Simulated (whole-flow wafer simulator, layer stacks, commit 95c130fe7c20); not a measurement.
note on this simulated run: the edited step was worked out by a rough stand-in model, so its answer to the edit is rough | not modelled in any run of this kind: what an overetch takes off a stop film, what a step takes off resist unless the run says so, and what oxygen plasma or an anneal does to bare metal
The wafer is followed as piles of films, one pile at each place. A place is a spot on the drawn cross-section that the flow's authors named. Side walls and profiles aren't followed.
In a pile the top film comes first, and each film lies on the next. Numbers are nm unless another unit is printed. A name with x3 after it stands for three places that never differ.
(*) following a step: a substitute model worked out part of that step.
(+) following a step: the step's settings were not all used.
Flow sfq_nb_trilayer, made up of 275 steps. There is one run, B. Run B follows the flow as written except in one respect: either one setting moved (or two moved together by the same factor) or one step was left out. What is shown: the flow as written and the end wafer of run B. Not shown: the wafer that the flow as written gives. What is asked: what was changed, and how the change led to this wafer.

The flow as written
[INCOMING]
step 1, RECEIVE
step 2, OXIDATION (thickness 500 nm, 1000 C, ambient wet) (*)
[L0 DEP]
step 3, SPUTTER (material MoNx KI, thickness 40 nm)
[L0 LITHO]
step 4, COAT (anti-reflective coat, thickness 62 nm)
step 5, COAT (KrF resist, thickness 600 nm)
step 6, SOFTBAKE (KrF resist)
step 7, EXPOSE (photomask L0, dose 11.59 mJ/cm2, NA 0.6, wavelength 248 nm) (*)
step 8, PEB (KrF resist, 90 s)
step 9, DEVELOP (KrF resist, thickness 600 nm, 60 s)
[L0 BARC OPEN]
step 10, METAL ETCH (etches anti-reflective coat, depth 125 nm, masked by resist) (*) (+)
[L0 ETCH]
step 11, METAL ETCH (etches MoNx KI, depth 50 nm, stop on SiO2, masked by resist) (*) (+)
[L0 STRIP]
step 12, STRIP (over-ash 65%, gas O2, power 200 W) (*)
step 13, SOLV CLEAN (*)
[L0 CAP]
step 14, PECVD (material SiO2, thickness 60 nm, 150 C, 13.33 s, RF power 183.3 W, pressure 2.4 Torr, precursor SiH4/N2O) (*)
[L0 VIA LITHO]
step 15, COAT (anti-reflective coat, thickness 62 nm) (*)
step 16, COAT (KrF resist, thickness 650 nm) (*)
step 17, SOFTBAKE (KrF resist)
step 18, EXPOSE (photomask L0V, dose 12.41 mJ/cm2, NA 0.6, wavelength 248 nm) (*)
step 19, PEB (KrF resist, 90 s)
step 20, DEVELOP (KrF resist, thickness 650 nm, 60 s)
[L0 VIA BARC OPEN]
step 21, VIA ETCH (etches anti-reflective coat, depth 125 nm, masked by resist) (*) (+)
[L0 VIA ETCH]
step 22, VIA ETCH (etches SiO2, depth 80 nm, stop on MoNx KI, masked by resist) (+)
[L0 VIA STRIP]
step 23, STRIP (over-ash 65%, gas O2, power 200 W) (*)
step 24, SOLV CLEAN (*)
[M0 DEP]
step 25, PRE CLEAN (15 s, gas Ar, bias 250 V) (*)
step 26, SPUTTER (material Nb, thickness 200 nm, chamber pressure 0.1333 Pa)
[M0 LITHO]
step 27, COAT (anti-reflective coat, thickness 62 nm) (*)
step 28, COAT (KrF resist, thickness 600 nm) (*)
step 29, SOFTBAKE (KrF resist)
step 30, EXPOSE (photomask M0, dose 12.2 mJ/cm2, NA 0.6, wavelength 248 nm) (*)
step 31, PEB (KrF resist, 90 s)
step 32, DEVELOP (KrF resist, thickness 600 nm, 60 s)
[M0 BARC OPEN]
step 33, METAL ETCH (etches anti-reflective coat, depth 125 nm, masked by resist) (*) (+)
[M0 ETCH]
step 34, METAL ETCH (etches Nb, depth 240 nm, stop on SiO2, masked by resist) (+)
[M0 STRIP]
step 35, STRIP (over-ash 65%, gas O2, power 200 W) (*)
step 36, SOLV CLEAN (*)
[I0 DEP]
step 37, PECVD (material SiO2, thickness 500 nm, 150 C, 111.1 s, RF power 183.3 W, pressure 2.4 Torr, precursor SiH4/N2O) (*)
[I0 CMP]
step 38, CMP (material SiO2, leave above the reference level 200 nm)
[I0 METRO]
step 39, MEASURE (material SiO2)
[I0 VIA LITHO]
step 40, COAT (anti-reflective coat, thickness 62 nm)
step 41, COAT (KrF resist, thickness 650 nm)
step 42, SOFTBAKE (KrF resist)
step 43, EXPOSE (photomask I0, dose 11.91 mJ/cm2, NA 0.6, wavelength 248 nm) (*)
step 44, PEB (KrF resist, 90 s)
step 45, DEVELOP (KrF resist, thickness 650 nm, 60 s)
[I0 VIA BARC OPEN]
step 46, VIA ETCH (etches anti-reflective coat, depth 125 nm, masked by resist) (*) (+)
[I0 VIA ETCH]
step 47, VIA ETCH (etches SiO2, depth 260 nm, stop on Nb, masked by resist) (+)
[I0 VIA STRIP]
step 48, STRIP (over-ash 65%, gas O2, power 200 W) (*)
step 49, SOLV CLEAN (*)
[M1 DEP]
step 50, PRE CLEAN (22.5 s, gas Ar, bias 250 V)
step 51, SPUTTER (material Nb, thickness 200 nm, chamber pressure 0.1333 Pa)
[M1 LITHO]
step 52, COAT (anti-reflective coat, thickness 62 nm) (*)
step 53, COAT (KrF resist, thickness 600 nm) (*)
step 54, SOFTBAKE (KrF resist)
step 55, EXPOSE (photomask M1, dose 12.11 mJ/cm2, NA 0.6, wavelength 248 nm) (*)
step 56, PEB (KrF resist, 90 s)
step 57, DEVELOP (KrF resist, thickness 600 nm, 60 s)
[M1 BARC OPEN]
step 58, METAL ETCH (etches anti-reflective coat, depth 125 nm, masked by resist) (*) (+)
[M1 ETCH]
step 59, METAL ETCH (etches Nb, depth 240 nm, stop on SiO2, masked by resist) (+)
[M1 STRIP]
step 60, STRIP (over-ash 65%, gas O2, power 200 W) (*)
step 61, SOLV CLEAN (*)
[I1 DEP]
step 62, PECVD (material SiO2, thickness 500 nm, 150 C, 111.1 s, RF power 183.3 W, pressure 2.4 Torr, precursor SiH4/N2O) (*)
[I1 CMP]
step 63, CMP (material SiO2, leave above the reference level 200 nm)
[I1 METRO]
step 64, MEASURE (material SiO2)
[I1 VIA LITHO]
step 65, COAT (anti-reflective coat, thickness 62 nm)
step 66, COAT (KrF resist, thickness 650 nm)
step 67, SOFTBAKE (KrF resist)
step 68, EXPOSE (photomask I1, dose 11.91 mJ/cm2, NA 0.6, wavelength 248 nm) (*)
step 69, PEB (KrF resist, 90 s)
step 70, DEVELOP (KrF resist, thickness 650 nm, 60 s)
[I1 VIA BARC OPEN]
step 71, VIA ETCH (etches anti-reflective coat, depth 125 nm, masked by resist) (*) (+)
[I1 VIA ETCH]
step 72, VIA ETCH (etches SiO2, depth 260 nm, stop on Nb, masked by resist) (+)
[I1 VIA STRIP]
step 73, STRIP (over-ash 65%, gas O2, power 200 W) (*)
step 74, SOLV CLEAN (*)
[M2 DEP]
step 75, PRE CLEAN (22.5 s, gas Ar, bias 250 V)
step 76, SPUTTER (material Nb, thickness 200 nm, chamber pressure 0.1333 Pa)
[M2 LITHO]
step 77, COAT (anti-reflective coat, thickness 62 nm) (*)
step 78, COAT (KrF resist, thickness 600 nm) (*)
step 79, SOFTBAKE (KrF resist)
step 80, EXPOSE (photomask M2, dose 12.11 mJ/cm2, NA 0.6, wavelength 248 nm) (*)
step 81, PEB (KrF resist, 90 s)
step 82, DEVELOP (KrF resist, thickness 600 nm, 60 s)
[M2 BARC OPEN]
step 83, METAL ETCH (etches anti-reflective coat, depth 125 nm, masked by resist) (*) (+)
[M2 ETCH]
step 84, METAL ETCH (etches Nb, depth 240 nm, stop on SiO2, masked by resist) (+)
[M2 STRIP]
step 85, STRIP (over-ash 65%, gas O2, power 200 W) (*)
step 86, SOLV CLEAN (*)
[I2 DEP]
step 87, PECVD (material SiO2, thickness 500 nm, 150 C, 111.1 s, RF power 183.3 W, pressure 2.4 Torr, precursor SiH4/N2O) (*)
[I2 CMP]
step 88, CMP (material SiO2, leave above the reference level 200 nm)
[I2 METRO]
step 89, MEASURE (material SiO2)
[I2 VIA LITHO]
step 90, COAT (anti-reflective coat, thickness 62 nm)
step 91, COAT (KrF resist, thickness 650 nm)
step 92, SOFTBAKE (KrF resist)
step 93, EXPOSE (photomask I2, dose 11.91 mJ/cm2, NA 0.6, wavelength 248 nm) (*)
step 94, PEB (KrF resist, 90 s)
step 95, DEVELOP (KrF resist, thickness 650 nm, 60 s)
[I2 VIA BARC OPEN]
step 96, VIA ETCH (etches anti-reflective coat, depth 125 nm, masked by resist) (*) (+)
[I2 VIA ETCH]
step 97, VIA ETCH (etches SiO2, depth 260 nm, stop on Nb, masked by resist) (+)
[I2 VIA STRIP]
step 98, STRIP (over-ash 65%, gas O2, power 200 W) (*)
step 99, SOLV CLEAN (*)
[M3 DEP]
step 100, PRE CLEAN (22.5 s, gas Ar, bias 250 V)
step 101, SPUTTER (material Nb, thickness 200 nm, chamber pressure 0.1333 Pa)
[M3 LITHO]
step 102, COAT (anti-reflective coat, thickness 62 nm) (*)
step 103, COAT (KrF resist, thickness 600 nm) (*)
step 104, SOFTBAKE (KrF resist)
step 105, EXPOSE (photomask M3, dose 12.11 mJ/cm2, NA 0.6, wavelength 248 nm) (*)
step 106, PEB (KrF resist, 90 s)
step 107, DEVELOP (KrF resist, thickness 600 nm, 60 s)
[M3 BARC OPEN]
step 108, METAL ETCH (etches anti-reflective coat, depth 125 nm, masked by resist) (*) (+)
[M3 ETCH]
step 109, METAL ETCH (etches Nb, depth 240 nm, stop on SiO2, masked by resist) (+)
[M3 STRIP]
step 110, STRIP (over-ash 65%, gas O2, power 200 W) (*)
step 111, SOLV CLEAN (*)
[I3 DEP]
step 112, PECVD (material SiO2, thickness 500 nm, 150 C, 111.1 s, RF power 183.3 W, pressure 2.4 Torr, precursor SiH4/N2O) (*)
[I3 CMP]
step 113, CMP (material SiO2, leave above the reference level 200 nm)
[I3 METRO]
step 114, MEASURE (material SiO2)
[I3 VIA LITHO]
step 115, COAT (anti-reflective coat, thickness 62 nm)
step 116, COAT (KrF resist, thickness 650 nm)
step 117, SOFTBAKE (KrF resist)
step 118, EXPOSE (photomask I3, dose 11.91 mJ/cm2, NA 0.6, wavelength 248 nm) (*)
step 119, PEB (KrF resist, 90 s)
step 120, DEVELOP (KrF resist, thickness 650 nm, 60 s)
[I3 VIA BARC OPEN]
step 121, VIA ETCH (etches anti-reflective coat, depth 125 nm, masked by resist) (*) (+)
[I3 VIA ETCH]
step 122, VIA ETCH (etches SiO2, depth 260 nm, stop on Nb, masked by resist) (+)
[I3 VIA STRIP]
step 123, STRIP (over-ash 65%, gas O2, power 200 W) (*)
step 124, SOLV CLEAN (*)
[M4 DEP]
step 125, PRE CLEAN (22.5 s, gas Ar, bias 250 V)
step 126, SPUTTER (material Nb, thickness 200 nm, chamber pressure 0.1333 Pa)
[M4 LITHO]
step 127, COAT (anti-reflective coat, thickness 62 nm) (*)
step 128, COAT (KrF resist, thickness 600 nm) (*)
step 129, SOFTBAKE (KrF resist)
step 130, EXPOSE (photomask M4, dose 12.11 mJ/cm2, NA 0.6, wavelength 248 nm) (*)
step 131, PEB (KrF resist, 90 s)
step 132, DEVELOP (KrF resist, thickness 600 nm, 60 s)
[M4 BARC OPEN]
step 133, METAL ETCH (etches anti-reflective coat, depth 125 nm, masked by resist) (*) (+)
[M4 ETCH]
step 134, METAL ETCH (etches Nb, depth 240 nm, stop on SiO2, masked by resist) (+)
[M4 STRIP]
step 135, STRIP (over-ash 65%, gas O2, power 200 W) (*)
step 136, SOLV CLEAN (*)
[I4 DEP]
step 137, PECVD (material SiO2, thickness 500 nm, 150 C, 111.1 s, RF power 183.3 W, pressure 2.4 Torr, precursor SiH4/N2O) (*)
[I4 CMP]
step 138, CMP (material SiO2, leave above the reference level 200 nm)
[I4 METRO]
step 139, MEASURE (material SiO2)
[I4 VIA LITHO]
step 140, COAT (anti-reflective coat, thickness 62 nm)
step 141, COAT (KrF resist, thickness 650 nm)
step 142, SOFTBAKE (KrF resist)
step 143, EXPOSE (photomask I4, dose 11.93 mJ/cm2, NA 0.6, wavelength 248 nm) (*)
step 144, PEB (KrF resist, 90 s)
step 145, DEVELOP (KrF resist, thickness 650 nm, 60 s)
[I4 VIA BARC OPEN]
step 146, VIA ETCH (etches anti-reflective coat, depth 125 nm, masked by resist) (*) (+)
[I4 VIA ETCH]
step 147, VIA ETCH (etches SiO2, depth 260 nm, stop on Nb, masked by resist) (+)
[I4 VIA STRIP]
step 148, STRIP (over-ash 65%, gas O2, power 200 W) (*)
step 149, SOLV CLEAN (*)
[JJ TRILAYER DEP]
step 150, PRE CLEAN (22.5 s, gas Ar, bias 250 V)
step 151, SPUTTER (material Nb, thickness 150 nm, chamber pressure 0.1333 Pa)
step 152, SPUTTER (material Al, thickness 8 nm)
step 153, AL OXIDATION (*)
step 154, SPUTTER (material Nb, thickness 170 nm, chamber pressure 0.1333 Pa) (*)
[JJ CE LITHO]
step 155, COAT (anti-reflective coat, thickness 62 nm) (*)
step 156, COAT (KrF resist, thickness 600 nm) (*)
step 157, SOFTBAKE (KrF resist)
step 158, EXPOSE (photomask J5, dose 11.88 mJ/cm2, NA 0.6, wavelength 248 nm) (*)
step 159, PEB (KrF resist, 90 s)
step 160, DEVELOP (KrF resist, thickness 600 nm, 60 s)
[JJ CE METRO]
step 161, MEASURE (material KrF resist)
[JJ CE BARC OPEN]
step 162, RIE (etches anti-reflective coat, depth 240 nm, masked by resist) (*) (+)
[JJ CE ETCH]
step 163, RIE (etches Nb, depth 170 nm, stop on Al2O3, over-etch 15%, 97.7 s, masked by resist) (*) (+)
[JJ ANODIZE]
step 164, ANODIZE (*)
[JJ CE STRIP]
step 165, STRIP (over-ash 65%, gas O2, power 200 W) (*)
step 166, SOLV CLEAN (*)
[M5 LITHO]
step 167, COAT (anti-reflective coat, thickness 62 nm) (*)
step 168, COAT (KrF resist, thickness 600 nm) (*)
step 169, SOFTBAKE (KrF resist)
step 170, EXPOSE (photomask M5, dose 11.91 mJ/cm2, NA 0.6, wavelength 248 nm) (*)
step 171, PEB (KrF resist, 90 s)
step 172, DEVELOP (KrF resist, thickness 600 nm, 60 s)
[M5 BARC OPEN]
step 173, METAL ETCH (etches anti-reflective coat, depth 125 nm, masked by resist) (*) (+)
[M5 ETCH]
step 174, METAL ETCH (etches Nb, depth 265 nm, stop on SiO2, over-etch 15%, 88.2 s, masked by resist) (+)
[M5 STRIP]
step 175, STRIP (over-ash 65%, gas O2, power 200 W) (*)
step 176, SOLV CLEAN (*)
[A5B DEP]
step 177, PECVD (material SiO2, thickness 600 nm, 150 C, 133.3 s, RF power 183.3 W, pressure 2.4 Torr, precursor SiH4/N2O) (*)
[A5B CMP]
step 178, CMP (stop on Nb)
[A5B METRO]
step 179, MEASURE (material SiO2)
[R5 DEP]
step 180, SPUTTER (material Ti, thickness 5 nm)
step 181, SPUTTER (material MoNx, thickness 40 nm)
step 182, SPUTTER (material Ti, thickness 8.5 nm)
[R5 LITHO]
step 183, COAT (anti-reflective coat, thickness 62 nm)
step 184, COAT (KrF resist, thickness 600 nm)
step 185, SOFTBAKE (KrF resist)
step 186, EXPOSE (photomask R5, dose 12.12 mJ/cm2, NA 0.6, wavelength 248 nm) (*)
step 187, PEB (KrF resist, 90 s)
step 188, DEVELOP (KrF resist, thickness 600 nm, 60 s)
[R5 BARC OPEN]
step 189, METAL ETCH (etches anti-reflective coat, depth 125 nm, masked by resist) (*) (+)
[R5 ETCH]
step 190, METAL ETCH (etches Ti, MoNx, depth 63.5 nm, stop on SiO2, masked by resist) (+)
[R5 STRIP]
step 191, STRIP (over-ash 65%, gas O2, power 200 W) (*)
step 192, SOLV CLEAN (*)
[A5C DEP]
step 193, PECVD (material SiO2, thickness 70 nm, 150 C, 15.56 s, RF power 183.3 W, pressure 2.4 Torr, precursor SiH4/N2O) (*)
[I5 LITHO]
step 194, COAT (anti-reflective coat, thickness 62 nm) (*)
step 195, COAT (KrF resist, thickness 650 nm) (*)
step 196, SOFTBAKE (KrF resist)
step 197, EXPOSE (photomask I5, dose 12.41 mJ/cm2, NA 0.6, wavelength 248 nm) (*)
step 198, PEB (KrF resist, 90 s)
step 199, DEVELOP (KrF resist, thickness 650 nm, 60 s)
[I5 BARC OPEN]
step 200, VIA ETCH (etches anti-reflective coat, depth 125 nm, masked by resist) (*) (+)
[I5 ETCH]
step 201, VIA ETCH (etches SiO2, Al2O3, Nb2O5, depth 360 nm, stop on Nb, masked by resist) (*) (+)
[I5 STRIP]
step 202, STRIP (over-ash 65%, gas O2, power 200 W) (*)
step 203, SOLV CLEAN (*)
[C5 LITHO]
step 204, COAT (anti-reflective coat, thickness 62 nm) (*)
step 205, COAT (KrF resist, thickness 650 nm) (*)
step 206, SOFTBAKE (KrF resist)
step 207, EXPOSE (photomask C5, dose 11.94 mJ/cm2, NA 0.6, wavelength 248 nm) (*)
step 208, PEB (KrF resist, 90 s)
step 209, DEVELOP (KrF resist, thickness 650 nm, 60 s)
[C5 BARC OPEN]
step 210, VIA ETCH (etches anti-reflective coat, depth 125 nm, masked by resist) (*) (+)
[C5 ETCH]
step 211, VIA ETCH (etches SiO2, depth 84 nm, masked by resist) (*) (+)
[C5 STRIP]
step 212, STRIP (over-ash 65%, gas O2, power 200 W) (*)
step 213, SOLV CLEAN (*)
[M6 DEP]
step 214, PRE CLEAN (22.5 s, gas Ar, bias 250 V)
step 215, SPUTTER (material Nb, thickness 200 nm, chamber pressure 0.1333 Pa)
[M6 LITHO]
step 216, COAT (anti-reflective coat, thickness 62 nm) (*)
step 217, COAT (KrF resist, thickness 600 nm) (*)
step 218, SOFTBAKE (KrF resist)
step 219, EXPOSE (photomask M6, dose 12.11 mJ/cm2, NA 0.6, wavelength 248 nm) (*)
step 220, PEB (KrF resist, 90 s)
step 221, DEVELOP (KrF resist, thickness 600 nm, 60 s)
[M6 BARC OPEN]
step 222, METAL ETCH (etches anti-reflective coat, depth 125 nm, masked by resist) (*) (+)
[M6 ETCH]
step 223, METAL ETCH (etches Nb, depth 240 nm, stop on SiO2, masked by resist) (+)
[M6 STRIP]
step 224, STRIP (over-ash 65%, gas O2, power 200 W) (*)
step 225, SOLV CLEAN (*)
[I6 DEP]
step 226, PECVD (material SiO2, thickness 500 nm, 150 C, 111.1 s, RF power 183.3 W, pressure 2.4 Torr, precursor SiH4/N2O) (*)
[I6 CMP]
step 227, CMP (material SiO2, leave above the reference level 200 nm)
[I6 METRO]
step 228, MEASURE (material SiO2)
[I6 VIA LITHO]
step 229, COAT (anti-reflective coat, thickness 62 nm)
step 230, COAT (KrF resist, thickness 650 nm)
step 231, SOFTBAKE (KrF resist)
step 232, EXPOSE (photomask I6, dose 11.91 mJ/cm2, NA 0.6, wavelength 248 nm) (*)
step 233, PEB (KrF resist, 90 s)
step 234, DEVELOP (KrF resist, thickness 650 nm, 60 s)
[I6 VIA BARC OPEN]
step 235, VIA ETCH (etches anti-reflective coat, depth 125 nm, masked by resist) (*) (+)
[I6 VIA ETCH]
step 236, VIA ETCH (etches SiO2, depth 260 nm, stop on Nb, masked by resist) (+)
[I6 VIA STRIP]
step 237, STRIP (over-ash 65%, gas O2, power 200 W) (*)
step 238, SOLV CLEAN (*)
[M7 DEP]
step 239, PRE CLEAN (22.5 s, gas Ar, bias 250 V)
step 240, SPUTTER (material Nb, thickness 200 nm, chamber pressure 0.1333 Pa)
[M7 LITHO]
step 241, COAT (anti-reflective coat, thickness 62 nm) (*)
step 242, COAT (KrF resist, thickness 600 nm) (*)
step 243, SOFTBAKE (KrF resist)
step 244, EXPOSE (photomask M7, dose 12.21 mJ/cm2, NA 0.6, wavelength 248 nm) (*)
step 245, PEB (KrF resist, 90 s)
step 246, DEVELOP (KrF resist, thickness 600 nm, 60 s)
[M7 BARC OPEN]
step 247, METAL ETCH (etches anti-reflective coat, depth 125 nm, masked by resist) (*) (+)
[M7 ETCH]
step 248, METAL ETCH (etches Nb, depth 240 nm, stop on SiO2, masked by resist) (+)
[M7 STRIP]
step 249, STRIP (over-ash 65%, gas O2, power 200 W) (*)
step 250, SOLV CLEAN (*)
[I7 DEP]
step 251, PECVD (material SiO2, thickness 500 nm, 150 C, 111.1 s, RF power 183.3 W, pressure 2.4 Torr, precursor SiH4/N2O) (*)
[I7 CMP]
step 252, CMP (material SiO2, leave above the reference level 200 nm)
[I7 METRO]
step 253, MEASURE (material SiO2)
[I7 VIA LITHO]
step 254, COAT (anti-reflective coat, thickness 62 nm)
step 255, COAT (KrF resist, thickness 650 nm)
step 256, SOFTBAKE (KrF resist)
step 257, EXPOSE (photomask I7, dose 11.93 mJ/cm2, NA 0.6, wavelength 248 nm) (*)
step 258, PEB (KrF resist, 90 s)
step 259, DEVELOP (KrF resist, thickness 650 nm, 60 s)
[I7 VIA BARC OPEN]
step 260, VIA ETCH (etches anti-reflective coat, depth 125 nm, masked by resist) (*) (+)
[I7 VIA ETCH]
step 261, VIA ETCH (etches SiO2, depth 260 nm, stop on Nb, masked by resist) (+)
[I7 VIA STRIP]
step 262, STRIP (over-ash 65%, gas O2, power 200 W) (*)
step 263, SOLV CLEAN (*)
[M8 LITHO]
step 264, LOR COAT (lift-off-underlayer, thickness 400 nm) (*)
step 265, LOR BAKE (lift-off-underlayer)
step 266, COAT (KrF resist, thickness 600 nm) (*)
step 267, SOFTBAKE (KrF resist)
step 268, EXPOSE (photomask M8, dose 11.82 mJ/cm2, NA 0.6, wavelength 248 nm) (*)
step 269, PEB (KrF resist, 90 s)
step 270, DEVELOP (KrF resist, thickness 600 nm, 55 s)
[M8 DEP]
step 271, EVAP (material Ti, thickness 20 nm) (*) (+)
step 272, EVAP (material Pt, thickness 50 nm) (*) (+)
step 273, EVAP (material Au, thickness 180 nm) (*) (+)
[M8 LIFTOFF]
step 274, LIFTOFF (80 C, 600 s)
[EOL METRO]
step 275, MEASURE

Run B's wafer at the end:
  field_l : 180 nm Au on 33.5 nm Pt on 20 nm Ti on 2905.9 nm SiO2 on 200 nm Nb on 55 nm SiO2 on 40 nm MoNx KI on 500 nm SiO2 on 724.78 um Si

The reason: step 272, EVAP: thickness 33.5 nm was run, though the flow has thickness 50 nm.
One can read it off the wafer: field_l has Pt 33.5, and step 272 as written asks for 50 nm.

The path from the change to this, step by step:
  step 272, EVAP (material Pt, thickness 50 nm) (*) (+)
      field_l, v_sur, via_wl and 103 more: Pt gains 33.5 (new film) (as written it would have been: Pt gains 50 (new film))
  step 274, LIFTOFF (80 C, 600 s)
      p4_fl, p4_fm, p4_w1 and 71 more: Au loses 180 (all of it), Pt loses 33.5 (all of it), Ti loses 20 (all of it), KrF resist loses 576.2 (all of it), lift-off-underlayer loses 400 (all of it) (as written it would have been: Au loses 180 (all of it), Pt loses 50 (all of it), Ti loses 20 (all of it), KrF resist loses 576.2 (all of it), lift-off-underlayer loses 400 (all of it))
      c5j, ce_r: Au loses 180 (all of it), Pt loses 33.5 (all of it), Ti loses 20 (all of it), KrF resist loses 573.3 (all of it), lift-off-underlayer loses 399.3 (all of it) (as written it would have been: Au loses 180 (all of it), Pt loses 50 (all of it), Ti loses 20 (all of it), KrF resist loses 573.3 (all of it), lift-off-underlayer loses 399.3 (all of it))
      (and at 19 other places as well)
